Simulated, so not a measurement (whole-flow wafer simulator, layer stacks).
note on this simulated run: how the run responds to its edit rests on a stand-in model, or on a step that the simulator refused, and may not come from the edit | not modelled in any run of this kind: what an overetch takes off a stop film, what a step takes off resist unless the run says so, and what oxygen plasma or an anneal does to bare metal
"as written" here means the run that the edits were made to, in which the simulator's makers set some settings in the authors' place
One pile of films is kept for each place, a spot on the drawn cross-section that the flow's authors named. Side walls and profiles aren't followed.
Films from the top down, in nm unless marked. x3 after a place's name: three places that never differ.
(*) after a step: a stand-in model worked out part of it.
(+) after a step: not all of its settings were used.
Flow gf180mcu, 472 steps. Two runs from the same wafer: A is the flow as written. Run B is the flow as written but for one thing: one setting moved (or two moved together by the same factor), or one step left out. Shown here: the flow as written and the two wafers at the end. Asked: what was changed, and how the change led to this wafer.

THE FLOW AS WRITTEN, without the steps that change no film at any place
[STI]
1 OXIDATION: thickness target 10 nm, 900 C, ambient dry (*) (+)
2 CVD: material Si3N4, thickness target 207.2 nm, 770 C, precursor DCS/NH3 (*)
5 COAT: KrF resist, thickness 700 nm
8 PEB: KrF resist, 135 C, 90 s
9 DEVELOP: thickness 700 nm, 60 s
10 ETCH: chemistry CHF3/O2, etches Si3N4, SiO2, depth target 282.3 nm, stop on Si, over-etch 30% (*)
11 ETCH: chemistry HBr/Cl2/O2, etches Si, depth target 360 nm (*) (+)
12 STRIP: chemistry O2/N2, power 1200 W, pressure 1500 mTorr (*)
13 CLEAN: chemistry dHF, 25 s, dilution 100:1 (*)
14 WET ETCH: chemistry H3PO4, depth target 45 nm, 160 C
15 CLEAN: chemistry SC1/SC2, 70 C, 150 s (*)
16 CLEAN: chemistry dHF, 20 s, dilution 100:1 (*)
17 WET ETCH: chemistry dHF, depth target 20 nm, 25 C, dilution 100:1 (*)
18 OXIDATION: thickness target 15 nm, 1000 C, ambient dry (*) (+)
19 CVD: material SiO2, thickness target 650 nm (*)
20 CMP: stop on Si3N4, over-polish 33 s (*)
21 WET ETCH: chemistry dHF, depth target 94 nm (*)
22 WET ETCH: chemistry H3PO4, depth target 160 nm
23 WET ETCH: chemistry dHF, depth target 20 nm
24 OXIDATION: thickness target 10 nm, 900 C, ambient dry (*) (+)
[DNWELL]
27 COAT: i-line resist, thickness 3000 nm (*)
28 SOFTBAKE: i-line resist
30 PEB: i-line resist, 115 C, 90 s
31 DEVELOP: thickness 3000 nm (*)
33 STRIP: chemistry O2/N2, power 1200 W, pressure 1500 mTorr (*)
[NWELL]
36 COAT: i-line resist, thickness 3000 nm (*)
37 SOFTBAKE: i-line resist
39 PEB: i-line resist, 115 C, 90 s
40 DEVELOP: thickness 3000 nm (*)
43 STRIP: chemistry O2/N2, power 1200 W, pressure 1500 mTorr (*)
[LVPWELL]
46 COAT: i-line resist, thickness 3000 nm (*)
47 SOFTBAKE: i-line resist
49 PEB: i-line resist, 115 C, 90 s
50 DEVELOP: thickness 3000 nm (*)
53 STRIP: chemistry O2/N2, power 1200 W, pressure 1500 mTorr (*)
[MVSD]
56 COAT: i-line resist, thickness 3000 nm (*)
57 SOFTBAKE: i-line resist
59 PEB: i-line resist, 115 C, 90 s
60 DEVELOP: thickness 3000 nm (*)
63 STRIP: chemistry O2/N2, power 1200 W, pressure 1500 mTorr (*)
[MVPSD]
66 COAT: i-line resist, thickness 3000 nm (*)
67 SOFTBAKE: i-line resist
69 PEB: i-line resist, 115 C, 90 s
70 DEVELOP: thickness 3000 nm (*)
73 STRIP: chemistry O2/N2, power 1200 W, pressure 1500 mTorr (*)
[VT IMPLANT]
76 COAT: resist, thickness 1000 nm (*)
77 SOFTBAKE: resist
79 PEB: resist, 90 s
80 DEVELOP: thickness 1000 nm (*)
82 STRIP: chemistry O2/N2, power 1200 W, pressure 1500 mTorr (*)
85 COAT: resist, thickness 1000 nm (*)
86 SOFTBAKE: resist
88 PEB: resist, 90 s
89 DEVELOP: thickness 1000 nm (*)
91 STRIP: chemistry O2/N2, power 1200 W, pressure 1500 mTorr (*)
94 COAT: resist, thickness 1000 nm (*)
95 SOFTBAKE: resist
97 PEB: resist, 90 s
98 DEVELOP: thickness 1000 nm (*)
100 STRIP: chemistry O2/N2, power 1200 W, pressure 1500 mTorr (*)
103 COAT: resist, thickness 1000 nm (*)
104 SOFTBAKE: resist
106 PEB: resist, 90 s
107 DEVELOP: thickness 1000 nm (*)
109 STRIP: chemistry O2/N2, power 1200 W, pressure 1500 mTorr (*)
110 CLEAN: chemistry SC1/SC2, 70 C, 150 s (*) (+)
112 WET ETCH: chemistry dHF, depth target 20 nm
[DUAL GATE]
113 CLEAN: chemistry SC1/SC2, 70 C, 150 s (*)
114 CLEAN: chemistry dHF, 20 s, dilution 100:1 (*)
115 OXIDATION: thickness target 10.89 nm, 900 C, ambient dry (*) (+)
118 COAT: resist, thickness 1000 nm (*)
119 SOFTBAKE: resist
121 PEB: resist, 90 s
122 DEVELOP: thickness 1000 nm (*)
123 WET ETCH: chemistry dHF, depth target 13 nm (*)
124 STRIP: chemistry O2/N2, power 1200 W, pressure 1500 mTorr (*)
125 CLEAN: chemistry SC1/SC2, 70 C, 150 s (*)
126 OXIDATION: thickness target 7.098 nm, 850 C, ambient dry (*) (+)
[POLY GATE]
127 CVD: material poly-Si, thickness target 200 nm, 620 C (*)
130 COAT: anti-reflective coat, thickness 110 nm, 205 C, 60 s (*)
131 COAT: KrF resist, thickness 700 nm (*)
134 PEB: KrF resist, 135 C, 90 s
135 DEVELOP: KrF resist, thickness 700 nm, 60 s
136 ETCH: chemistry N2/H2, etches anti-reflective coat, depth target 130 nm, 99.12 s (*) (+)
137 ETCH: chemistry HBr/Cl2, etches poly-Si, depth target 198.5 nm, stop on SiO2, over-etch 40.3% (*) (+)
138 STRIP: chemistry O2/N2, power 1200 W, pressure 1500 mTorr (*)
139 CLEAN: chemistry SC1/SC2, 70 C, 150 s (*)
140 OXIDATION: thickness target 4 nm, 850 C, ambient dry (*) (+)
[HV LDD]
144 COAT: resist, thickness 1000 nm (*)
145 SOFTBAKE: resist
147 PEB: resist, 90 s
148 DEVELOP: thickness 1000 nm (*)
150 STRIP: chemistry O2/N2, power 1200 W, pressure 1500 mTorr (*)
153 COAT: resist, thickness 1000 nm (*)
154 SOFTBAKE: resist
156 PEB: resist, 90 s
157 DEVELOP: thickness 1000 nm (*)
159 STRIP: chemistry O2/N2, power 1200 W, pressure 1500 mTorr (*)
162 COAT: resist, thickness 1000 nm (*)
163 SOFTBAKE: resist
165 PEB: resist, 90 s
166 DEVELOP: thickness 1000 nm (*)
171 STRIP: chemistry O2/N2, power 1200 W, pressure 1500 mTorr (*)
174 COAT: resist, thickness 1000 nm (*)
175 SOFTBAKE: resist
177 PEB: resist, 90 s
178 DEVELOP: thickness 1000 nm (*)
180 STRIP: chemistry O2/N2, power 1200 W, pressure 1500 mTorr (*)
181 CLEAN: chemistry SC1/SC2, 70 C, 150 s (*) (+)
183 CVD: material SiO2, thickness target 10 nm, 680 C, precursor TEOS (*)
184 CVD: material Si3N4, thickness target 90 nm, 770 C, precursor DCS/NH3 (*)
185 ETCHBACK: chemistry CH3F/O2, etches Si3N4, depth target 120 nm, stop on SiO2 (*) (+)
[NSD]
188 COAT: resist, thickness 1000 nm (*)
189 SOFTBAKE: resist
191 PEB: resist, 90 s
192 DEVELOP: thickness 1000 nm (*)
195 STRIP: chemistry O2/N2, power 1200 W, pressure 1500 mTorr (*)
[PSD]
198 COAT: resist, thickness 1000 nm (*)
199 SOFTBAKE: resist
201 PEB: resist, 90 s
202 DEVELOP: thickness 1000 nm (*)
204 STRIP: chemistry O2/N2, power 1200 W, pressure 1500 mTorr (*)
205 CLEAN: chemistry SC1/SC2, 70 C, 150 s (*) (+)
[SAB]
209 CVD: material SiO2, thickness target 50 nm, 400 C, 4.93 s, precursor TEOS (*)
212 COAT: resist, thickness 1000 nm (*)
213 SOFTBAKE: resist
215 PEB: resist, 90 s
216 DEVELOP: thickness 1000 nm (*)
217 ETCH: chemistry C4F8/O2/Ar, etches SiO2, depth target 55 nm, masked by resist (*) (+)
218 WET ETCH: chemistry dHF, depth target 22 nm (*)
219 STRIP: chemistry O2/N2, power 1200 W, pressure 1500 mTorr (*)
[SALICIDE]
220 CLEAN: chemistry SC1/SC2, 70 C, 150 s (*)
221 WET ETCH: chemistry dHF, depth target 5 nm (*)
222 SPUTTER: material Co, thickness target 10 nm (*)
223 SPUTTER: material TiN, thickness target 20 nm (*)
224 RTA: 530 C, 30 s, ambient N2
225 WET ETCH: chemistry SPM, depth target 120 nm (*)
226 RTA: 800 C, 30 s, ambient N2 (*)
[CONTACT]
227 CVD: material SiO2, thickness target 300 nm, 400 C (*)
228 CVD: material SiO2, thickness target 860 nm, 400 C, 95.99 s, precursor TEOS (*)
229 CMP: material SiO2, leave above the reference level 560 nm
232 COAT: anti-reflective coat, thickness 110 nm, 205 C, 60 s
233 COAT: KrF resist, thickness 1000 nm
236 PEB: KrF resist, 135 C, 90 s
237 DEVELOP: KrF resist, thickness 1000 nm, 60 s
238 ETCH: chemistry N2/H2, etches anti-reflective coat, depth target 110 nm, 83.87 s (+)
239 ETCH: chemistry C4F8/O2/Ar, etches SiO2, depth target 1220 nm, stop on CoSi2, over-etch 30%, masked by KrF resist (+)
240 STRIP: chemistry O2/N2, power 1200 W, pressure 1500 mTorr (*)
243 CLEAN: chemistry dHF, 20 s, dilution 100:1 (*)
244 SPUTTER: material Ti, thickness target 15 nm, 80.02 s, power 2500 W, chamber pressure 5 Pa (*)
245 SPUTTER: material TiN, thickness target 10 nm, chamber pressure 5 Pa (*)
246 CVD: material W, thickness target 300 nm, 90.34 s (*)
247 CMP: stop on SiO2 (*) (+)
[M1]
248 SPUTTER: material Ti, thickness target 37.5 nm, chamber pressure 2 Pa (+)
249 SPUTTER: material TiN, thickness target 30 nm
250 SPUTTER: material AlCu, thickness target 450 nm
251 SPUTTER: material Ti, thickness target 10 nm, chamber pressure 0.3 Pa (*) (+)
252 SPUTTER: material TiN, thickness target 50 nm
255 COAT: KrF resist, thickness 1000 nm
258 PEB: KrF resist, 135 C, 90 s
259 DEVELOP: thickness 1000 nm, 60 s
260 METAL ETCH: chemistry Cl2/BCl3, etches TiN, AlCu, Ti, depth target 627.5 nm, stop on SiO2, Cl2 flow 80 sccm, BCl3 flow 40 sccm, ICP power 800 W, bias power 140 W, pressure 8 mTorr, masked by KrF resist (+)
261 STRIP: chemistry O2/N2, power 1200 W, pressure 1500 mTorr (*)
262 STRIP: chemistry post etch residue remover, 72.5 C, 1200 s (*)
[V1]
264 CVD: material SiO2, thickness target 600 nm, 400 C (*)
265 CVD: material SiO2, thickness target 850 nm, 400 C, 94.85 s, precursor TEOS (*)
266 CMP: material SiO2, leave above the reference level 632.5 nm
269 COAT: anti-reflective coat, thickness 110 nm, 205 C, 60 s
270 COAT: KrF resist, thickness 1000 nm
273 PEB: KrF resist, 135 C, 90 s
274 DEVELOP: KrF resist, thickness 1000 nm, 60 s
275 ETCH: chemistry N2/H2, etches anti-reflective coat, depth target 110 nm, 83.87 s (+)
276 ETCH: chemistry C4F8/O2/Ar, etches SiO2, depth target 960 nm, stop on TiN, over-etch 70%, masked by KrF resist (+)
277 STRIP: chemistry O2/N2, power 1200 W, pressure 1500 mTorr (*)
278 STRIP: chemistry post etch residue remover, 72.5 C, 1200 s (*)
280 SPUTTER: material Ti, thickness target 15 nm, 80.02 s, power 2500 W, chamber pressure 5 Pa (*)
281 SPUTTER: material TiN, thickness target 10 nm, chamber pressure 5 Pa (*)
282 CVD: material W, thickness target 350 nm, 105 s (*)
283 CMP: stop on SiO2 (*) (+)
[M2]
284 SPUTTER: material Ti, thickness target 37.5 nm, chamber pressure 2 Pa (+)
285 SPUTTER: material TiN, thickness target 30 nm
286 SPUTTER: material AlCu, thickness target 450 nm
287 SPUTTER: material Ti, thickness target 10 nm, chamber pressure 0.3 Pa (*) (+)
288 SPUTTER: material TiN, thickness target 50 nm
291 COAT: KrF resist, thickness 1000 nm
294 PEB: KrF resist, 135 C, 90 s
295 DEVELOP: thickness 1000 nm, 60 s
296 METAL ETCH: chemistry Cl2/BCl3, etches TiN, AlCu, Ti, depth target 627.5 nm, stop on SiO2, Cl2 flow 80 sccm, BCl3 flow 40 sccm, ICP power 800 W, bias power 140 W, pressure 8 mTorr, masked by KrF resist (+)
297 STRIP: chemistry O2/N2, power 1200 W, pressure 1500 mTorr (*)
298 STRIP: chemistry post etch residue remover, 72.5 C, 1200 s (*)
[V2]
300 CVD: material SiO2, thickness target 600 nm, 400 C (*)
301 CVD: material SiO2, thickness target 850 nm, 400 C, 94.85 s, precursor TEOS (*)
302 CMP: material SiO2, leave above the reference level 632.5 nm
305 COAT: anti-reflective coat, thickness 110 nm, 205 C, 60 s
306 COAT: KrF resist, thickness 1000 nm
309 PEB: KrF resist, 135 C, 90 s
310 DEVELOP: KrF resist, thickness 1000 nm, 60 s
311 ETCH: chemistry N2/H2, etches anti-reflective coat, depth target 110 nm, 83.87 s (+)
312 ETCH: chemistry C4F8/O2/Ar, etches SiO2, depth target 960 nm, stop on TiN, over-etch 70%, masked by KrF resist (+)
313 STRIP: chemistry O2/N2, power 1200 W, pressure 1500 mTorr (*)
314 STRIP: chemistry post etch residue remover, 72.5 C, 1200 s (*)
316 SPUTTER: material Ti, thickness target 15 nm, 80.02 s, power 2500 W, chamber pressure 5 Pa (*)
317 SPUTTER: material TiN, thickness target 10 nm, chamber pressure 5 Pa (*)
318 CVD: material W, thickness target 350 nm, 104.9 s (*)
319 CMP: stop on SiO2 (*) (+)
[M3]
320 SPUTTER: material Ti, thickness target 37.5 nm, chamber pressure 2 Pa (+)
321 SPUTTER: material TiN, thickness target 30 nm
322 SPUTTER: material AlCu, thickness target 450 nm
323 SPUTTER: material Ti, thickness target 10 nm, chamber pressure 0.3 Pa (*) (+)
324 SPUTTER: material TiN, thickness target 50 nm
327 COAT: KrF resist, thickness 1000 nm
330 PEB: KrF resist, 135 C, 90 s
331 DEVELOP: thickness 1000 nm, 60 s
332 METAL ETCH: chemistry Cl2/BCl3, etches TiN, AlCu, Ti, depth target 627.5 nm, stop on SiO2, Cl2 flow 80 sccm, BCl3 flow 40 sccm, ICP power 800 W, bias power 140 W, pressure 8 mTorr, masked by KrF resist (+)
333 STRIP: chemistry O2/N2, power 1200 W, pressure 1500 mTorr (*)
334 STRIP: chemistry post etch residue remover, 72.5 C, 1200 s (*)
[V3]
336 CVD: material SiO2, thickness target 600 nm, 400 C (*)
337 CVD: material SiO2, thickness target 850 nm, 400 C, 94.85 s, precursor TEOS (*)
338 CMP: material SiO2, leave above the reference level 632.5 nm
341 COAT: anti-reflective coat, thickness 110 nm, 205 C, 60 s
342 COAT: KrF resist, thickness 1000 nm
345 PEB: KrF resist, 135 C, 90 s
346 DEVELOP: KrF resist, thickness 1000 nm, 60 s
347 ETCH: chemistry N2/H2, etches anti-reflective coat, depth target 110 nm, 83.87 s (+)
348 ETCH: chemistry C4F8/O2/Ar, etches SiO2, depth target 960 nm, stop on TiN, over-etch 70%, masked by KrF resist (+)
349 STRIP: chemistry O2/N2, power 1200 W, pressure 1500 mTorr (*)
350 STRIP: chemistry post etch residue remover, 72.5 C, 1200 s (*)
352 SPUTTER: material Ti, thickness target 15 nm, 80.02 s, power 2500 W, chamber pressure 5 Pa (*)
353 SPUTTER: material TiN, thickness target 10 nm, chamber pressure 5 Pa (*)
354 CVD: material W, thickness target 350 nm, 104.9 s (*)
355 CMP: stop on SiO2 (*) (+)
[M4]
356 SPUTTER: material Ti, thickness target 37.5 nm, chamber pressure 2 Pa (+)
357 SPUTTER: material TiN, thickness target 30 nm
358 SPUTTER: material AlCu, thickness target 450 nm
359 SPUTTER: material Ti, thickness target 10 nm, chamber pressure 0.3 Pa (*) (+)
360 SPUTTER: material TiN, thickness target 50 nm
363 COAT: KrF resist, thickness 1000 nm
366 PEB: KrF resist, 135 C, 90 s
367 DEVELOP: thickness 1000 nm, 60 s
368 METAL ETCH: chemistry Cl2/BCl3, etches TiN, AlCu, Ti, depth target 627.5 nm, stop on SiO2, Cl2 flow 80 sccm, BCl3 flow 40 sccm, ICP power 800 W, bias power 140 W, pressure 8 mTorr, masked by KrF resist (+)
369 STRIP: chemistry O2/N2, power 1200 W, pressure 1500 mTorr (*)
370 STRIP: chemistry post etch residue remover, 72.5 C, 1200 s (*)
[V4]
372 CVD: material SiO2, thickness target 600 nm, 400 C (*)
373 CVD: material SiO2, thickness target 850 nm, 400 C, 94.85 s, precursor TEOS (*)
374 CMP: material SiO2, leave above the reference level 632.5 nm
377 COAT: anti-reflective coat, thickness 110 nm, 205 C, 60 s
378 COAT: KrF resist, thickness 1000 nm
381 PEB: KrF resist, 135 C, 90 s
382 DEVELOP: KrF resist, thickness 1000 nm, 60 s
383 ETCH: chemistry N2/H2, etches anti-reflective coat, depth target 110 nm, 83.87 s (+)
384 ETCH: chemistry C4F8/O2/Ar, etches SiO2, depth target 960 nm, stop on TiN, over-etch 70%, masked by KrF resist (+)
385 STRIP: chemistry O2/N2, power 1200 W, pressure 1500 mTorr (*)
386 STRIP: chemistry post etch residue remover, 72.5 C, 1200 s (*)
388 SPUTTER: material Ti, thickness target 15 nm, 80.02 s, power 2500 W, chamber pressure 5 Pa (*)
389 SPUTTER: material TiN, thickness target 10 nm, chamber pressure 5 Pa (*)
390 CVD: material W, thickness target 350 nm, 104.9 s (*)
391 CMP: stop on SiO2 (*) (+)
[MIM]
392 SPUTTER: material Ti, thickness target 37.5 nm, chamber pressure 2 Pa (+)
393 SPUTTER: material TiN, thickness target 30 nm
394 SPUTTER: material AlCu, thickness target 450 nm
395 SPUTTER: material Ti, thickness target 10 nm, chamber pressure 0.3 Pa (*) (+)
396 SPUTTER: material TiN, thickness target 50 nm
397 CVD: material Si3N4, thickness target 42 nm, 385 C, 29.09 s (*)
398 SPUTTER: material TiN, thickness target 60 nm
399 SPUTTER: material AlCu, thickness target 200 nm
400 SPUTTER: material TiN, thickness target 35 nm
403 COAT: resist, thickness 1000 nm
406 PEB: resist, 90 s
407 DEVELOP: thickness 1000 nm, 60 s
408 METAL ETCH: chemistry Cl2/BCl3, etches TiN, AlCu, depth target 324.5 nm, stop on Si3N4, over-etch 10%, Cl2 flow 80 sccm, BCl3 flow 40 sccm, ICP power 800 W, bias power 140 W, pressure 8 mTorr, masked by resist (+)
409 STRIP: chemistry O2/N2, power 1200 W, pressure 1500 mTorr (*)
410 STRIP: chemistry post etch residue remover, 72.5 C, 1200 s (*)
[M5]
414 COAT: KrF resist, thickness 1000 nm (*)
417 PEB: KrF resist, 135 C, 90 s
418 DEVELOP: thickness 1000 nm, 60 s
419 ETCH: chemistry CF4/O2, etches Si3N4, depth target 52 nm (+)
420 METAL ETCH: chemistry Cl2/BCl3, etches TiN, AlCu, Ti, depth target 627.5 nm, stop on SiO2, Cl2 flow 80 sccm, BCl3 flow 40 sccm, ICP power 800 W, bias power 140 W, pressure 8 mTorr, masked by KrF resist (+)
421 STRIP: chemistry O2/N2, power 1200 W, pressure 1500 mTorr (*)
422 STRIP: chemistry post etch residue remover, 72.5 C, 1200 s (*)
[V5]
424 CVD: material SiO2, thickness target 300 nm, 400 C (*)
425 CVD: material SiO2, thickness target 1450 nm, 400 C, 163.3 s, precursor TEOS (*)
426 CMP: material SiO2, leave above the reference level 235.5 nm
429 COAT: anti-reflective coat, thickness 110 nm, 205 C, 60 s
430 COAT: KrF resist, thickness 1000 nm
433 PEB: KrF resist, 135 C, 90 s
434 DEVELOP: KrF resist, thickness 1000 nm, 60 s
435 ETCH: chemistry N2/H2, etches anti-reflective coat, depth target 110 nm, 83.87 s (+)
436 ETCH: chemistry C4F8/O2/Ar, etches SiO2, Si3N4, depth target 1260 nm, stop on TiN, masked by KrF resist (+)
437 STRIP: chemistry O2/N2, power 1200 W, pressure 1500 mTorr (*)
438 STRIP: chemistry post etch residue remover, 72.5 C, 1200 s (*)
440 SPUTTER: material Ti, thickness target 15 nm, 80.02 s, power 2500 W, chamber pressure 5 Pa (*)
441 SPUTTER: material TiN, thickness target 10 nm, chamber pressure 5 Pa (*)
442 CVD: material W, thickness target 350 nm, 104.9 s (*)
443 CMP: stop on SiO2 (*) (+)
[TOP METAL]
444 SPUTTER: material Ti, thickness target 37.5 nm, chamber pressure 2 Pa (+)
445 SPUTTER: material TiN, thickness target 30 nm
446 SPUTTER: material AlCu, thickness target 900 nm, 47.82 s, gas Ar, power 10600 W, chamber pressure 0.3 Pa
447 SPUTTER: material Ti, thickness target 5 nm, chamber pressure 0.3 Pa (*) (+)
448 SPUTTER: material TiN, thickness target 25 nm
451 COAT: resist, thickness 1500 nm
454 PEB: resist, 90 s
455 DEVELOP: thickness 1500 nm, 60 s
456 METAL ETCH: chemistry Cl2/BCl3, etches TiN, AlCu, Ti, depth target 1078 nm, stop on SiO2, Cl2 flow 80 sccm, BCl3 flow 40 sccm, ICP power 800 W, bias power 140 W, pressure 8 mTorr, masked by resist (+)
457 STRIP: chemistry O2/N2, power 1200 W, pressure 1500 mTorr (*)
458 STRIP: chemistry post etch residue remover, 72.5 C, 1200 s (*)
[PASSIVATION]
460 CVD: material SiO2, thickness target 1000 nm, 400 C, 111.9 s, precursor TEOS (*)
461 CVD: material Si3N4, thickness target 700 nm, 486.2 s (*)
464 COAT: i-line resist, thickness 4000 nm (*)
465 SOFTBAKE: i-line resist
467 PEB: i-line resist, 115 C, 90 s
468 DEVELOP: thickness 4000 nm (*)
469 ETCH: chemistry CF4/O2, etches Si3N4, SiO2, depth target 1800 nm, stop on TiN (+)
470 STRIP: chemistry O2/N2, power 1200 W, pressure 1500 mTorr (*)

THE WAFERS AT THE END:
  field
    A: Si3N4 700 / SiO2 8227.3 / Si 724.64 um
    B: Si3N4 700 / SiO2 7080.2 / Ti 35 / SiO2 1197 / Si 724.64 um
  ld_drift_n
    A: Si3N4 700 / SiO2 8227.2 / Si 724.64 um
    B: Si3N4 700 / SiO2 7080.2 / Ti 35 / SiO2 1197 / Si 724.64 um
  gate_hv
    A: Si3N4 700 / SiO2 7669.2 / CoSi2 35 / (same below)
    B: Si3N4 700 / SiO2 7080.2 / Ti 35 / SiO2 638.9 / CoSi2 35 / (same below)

The cause: step 250, SPUTTER: thickness target 535 nm was run, where the flow has thickness target 450 nm.

How the change led to this, step by step:
  250 SPUTTER: material AlCu, thickness target 450 nm
      field, field__w1, field__w2 and 108 more: A AlCu +450 (new film) | B AlCu +535 (new film)
  260 METAL ETCH: chemistry Cl2/BCl3, etches TiN, AlCu, Ti, depth target 627.5 nm, stop on SiO2, Cl2 flow 80 sccm, BCl3 flow 40 sccm, ICP power 800 W, bias power 140 W, pressure 8 mTorr, masked by KrF resist (+)
      field, field__w1, field__w2 and 99 more: A TiN -50 (all of it), Ti -10 (all of it), AlCu -450 (all of it), TiN -30 (all of it), Ti -37.5 (all of it) | B TiN -50 (all of it), Ti -10 (all of it), AlCu -535 (all of it), TiN -30 (all of it), Ti -2.5
  264 CVD: material SiO2, thickness target 600 nm, 400 C (*)
      field, field__w1, field__w2 and 99 more: A SiO2 +600 | B SiO2 +600 (new film)
  266 CMP: material SiO2, leave above the reference level 632.5 nm
      field, field__w1, field__w2 and 99 more: A SiO2 -300 | B SiO2 -250
Counting metal films that touch as one body, field has 1 body; the flow as written gives 0 bodies.
Counting metal films that touch as one body, ld_drift_n has 1 body; the flow as written gives 0 bodies.
Counting metal films that touch as one body, gate_hv has 2 bodies (between them, from the top down: SiO2 638.9); the flow as written gives 1 body.
